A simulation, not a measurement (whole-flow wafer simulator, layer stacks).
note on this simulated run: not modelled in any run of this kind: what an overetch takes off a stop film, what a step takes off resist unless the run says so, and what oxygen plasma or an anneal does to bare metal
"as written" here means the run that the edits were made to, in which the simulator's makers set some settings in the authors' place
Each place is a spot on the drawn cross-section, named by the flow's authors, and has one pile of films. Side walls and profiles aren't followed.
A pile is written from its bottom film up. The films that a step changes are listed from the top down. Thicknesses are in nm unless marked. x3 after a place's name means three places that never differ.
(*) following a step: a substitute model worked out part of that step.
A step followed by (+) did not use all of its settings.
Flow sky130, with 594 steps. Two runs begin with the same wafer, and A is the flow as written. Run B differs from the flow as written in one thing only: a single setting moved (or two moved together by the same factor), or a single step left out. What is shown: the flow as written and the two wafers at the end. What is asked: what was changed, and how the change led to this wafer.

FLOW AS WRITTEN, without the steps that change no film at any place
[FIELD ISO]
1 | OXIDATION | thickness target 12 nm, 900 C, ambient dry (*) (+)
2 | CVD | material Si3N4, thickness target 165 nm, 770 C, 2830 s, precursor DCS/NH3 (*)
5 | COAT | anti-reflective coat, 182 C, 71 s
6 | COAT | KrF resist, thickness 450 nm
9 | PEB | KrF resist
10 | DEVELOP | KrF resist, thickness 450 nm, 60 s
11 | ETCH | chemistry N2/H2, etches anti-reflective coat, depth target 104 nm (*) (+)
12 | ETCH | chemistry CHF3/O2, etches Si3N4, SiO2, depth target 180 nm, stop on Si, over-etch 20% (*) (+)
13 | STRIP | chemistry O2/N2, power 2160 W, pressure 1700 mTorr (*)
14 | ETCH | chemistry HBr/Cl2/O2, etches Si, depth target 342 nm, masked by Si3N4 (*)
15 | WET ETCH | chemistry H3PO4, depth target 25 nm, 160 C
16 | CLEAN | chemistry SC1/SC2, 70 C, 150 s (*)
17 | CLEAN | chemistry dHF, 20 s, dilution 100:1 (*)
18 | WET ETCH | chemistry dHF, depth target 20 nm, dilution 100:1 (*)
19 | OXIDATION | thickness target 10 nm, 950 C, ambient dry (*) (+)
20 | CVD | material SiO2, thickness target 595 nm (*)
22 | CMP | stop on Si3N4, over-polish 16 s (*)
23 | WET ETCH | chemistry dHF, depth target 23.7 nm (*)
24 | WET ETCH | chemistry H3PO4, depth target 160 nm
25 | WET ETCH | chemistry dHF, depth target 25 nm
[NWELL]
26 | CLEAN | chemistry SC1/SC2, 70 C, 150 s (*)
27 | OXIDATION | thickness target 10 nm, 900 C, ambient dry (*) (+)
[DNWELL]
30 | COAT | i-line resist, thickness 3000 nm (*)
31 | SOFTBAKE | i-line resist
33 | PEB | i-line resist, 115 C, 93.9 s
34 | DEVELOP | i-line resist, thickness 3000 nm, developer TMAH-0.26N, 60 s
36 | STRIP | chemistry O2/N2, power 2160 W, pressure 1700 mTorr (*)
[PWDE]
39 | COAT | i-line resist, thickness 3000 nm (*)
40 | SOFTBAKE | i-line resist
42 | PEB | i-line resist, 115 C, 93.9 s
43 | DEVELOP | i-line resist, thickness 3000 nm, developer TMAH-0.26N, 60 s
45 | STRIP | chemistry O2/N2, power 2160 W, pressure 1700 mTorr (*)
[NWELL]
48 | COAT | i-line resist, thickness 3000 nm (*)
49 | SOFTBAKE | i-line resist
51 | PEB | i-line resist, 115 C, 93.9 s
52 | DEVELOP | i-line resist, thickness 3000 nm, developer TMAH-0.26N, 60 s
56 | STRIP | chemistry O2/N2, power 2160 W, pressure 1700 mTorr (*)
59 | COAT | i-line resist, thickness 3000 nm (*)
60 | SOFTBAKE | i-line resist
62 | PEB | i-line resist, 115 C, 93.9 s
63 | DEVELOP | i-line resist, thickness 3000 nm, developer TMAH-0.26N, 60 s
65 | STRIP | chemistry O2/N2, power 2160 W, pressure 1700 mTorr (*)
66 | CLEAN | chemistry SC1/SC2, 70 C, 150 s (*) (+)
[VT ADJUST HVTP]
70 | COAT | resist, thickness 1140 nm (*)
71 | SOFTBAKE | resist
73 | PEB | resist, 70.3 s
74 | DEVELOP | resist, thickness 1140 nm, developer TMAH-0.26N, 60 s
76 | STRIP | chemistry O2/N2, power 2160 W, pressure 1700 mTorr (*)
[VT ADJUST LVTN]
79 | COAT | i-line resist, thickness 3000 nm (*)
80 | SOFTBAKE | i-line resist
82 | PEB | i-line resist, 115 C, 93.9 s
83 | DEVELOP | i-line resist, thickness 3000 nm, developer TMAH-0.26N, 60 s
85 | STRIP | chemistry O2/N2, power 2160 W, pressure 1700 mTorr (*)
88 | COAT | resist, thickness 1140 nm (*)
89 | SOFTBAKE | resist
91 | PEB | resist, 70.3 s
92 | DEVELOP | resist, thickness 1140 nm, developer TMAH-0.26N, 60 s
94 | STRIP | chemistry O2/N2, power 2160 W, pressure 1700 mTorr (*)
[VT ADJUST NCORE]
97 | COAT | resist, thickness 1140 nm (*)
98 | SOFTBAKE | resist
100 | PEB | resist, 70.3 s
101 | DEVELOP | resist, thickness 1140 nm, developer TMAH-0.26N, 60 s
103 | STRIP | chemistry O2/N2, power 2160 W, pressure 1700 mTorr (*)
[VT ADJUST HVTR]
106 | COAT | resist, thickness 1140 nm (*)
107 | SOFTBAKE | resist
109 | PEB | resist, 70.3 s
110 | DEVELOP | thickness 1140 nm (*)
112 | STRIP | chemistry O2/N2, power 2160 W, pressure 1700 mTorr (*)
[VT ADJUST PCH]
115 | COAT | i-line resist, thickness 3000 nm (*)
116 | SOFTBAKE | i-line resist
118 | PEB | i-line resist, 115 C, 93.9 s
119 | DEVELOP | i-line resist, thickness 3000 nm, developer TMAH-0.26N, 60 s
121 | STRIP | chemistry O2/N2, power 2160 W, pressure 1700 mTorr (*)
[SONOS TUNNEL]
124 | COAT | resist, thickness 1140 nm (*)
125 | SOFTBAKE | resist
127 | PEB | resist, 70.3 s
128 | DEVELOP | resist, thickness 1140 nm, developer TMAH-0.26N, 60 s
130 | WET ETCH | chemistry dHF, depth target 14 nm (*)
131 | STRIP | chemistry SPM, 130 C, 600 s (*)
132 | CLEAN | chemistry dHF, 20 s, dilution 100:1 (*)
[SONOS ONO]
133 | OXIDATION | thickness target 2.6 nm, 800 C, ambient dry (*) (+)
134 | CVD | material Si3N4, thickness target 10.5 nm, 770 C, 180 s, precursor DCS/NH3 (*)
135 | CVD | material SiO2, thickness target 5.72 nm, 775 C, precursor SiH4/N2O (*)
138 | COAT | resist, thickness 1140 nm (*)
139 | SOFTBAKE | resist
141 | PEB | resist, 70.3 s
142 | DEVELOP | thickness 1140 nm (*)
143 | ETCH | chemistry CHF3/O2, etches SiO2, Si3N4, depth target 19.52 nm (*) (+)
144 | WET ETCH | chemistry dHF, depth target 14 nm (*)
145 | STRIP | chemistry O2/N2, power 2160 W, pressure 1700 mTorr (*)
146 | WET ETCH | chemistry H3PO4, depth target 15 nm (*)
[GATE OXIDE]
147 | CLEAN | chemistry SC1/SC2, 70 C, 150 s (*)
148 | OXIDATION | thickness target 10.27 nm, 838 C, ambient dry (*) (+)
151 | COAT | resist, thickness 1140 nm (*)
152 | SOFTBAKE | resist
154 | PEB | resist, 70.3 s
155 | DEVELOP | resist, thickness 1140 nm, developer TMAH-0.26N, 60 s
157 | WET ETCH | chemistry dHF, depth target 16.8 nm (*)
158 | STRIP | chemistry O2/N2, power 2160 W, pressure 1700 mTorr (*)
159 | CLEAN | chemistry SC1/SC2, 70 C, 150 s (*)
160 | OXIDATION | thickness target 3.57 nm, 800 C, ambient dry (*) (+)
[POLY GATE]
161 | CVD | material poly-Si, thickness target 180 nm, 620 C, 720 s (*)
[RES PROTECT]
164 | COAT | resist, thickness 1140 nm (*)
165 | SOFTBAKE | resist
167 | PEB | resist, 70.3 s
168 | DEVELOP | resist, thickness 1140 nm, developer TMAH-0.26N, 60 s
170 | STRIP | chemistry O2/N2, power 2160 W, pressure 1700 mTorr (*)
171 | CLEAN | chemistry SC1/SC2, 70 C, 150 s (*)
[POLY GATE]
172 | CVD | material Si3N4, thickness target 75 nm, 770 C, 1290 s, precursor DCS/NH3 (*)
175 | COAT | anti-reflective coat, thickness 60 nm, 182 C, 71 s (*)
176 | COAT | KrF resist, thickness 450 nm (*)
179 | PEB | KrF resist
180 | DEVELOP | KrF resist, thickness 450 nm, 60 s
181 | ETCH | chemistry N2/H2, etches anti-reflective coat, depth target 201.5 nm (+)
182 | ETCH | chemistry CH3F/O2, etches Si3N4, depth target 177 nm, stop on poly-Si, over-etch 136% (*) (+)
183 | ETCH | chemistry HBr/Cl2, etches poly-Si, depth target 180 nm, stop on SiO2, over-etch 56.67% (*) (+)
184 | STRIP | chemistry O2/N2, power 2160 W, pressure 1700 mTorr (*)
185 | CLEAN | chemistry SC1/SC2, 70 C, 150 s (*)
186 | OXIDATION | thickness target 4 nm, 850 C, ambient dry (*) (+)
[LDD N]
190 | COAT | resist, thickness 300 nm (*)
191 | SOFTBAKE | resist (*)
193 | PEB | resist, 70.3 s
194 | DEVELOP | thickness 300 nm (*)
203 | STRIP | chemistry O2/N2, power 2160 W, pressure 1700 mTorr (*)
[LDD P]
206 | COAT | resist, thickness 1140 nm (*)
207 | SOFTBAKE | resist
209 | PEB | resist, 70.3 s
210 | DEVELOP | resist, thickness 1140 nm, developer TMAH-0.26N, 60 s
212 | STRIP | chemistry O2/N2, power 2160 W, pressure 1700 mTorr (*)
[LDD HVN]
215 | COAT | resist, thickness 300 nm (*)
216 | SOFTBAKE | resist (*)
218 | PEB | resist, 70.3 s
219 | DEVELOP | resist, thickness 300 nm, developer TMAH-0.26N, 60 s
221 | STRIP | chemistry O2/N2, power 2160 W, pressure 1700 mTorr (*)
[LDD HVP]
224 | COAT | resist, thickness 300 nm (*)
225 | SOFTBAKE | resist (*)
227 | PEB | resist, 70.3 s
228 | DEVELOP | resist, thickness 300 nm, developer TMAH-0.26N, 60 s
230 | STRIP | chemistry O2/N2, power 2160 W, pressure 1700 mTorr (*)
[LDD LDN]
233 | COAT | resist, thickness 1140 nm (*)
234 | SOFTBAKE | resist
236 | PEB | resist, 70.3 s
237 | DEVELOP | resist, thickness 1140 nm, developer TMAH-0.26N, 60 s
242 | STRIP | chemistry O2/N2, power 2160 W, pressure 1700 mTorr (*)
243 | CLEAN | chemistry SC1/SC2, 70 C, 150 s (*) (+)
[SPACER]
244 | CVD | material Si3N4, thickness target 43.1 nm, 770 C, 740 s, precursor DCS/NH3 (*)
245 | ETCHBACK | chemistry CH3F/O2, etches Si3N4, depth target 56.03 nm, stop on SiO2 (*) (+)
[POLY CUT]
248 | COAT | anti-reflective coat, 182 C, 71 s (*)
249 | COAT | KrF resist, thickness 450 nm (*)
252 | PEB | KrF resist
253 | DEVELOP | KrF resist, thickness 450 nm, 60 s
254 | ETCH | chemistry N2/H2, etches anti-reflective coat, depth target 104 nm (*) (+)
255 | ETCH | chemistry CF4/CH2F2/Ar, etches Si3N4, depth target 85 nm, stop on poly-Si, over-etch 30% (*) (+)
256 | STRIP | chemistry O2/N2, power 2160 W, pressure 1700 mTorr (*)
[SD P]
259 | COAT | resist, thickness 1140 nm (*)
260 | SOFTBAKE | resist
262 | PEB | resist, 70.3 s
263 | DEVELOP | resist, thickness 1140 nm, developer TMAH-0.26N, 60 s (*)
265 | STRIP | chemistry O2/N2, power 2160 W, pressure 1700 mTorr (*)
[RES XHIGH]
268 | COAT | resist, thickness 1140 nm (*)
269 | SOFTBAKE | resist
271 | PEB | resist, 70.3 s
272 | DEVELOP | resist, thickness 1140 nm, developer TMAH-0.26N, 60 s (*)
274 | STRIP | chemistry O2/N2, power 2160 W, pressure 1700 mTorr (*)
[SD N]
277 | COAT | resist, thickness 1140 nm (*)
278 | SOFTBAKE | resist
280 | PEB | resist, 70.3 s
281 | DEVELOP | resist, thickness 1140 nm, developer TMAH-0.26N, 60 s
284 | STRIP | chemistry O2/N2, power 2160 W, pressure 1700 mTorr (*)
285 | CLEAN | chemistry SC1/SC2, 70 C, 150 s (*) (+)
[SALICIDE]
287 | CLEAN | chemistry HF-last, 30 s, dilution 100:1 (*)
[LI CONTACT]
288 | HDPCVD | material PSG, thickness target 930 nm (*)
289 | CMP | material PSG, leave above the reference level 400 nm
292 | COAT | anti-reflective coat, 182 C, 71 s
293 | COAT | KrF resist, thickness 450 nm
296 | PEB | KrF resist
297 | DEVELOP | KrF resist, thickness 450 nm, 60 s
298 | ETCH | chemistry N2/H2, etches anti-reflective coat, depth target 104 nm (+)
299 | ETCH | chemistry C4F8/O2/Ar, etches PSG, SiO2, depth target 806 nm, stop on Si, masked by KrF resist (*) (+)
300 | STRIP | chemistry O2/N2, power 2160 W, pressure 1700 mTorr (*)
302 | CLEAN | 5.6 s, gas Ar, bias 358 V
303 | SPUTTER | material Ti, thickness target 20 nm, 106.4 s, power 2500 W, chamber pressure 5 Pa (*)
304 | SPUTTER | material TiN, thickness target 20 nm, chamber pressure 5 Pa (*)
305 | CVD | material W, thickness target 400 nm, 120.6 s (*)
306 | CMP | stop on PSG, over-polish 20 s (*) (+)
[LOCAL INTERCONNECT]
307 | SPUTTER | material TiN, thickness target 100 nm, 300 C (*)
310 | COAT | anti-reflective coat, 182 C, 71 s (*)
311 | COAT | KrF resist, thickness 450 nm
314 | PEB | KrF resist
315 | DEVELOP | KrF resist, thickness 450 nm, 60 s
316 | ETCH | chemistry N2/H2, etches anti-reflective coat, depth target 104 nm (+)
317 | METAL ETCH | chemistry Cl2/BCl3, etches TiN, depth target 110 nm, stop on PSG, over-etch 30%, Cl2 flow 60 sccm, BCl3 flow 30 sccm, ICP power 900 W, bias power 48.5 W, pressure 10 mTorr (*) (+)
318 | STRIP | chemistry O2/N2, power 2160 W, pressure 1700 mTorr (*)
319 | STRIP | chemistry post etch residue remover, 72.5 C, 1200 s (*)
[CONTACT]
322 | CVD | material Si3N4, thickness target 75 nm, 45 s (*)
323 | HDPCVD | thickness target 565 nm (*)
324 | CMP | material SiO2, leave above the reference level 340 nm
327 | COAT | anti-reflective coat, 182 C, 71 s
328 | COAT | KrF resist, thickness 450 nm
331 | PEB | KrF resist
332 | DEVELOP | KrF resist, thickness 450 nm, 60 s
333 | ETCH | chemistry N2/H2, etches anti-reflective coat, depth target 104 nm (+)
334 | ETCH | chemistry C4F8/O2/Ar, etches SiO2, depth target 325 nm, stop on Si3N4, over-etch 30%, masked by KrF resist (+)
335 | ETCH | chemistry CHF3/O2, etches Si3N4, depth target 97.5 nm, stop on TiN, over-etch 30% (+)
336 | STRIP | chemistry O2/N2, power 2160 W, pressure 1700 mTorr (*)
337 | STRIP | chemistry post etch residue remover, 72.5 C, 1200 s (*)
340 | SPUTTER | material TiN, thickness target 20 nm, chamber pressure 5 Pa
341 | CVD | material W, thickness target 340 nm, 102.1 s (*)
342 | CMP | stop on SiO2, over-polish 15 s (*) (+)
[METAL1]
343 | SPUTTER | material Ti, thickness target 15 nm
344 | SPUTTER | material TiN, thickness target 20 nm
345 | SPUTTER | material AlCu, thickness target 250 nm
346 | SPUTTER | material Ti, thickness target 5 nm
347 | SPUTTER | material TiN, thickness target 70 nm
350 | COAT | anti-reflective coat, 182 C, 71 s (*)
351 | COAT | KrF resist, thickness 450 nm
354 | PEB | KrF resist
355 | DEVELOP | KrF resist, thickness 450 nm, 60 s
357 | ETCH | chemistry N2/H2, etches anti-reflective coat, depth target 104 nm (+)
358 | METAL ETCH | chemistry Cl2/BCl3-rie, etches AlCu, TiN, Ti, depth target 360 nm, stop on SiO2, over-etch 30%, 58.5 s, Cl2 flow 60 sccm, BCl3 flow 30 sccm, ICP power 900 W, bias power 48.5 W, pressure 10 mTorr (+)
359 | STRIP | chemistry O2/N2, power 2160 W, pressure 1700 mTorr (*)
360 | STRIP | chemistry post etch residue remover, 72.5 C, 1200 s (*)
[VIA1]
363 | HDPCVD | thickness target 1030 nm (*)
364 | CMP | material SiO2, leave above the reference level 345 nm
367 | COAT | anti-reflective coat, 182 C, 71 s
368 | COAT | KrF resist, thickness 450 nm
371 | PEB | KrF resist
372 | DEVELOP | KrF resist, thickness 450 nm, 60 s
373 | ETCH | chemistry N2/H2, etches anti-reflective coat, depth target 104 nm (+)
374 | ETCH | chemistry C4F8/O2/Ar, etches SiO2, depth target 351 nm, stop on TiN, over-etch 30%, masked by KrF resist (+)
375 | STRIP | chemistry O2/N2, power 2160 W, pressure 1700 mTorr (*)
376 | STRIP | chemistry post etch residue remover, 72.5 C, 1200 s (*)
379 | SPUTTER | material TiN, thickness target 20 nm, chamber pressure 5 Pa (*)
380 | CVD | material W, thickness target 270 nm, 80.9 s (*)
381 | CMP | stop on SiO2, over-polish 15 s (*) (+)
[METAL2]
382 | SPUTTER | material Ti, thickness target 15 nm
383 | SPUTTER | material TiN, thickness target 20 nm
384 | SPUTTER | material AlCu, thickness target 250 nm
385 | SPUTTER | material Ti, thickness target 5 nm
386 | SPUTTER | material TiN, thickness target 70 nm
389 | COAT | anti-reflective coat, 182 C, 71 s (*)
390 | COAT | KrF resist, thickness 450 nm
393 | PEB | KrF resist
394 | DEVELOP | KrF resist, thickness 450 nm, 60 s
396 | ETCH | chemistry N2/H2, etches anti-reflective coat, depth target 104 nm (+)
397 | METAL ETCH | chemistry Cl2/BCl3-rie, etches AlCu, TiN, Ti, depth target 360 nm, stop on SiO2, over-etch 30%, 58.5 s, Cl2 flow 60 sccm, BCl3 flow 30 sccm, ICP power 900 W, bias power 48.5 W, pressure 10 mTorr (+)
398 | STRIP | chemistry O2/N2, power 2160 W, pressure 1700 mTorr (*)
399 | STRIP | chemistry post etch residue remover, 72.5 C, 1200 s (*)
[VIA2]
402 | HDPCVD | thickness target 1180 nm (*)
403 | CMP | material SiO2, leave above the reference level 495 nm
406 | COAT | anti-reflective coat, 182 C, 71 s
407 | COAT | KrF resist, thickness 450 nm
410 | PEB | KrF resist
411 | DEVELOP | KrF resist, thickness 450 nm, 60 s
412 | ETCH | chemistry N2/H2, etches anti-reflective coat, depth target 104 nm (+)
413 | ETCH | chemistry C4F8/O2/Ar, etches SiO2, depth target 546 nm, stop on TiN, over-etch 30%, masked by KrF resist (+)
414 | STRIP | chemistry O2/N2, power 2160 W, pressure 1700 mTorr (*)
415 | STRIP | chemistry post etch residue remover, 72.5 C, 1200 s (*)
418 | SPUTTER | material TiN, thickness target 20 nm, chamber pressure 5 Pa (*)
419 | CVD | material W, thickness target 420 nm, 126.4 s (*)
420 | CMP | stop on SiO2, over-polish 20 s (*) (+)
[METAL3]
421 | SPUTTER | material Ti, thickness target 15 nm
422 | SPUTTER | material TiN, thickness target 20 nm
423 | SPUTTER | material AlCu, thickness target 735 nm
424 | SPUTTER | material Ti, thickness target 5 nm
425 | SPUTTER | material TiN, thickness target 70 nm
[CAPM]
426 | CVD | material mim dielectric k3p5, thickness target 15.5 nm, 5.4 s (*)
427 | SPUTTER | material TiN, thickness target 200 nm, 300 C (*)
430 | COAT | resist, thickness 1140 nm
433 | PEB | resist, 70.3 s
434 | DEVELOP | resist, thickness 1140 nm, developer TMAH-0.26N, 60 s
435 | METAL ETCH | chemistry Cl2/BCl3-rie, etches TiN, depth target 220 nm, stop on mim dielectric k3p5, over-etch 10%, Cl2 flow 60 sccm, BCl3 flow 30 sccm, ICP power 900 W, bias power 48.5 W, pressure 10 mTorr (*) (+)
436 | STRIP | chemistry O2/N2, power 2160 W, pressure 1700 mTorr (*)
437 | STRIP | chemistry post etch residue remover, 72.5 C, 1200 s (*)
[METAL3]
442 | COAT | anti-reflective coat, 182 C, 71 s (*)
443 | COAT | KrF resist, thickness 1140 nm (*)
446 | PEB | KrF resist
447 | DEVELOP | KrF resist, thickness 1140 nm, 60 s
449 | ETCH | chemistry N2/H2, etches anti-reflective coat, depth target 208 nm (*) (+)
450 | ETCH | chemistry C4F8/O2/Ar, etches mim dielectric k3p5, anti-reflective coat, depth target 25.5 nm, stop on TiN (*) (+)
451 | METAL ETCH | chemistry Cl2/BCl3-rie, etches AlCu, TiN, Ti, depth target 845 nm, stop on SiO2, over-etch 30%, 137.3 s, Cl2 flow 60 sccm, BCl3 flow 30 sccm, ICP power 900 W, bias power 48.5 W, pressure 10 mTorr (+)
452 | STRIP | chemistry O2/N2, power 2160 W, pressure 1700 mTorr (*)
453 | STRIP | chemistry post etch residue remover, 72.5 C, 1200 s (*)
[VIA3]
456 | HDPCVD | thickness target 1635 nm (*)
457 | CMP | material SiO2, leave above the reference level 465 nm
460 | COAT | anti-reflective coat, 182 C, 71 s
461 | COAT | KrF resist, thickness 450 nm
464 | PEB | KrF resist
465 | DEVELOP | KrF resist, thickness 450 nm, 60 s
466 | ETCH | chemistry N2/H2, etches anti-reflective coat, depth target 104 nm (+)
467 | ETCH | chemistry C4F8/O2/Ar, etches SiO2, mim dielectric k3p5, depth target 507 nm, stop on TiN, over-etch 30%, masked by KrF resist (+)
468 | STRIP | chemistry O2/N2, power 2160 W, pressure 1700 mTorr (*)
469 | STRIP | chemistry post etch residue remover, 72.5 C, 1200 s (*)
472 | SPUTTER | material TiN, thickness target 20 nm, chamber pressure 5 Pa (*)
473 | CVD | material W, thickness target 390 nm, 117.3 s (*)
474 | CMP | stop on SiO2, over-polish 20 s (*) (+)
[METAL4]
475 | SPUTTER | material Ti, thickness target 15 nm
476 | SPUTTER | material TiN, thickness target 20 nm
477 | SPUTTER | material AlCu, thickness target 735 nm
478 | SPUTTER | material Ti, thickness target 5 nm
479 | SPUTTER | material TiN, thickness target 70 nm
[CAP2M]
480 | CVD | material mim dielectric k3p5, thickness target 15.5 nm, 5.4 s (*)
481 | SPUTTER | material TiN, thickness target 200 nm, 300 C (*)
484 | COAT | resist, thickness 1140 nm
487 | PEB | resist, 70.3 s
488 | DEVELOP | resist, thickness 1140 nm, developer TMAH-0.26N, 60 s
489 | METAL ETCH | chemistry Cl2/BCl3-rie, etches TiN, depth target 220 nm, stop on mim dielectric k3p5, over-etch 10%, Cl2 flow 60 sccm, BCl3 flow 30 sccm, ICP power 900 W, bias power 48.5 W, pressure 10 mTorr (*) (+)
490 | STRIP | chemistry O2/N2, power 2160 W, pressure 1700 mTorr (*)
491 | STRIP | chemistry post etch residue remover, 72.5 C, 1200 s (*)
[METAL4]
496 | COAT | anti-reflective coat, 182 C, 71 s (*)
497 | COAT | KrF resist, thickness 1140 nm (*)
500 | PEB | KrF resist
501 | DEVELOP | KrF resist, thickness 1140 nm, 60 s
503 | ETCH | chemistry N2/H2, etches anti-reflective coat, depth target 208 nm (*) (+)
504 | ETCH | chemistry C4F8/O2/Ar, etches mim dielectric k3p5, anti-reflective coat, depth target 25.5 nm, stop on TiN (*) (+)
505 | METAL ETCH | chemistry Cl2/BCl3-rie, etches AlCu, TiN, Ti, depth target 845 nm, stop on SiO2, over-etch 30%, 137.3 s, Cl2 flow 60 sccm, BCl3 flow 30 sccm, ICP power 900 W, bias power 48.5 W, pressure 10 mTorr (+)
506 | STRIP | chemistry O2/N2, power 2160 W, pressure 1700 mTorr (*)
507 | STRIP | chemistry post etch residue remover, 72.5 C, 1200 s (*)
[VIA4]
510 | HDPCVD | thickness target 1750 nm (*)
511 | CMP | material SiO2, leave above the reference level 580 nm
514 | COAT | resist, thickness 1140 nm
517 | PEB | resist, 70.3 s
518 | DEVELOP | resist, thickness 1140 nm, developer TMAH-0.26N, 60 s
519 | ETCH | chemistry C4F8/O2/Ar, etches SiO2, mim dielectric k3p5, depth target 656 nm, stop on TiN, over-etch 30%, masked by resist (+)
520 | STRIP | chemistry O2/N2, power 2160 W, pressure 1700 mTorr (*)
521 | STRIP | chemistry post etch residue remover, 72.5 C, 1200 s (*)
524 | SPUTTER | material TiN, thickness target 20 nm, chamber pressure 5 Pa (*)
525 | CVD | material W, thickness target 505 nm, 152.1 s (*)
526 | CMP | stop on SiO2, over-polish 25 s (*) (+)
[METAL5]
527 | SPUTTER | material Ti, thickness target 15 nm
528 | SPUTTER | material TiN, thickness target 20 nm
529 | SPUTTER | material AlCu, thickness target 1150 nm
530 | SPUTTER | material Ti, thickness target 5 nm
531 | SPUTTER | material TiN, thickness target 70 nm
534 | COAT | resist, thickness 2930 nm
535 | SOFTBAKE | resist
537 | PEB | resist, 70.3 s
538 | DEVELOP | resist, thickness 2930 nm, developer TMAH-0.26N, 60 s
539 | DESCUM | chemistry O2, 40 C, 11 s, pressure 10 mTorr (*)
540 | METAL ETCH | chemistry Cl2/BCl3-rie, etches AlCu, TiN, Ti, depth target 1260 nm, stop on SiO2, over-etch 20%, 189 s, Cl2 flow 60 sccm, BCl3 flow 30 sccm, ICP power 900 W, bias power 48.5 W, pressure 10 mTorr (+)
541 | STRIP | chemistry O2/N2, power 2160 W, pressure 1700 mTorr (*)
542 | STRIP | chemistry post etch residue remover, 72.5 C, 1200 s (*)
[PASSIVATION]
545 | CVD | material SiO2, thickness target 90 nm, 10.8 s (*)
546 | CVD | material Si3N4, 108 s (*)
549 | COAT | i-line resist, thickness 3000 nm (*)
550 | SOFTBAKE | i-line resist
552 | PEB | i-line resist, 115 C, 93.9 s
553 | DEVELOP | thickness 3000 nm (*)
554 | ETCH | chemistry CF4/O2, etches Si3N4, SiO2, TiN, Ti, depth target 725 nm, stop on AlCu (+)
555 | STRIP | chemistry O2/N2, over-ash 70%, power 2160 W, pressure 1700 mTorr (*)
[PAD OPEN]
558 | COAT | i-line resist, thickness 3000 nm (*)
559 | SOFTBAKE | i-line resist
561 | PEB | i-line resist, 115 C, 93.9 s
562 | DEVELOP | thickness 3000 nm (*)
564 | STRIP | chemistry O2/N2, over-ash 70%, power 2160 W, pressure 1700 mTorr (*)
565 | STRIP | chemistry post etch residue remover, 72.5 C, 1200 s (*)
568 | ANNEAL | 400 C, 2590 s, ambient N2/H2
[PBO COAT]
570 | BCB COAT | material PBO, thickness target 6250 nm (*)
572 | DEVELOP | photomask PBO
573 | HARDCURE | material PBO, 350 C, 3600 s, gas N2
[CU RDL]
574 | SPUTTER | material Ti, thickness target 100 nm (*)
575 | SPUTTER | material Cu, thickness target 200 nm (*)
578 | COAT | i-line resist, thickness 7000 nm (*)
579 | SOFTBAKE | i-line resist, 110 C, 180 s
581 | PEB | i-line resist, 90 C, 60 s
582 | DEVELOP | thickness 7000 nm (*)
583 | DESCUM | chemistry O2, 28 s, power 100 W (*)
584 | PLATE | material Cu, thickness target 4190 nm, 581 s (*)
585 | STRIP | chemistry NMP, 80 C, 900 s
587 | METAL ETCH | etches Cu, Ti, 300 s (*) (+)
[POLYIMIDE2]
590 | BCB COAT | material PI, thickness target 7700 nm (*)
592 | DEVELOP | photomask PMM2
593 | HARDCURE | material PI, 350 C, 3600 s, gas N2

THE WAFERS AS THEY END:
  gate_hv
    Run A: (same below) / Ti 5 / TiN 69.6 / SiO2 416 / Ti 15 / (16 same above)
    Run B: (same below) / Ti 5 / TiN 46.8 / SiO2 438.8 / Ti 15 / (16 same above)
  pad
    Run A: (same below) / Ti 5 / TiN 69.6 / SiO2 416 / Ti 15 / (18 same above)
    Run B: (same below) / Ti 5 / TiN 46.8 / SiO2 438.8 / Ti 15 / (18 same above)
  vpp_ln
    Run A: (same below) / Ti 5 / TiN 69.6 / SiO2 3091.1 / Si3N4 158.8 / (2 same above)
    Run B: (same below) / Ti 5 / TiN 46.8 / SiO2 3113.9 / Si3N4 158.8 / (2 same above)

What caused this: step 386, SPUTTER: thickness target 47.2 nm was run, whereas the flow has thickness target 70 nm.

How this came from the change, step by step:
  386 | SPUTTER | material TiN, thickness target 70 nm
      field, active, n_well and 188 more: A +70 TiN (new film) | B +47.2 TiN (new film)
  397 | METAL ETCH | chemistry Cl2/BCl3-rie, etches AlCu, TiN, Ti, depth target 360 nm, stop on SiO2, over-etch 30%, 58.5 s, Cl2 flow 60 sccm, BCl3 flow 30 sccm, ICP power 900 W, bias power 48.5 W, pressure 10 mTorr (+)
      field, active, gate and 82 more: A -68.7 TiN (all of it), -5 Ti (all of it), -250 AlCu (all of it), -20 TiN (all of it), -15 Ti (all of it), -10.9 SiO2 | B -45.9 TiN (all of it), -5 Ti (all of it), -250 AlCu (all of it), -20 TiN (all of it), -15 Ti (all of it), -13.2 SiO2
  403 | CMP | material SiO2, leave above the reference level 495 nm
      n_well, p_well, gate_hv and 101 more: A -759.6 SiO2 | B -736.8 SiO2
      m1, via1_hole: A -759.1 SiO2 | B -736.3 SiO2
  413 | ETCH | chemistry C4F8/O2/Ar, etches SiO2, depth target 546 nm, stop on TiN, over-etch 30%, masked by KrF resist (+)
      m1: A -420.3 SiO2 (all of it) | B -443.1 SiO2 (all of it)
      via2_hole: A -419.8 SiO2 (all of it) | B -442.6 SiO2 (all of it)
  419 | CVD | material W, thickness target 420 nm, 126.4 s (*)
      m1: A +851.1 W (new film) | B +874.2 W (new film)
      via2_hole: A +850.7 W (new film) | B +873.8 W (new film)
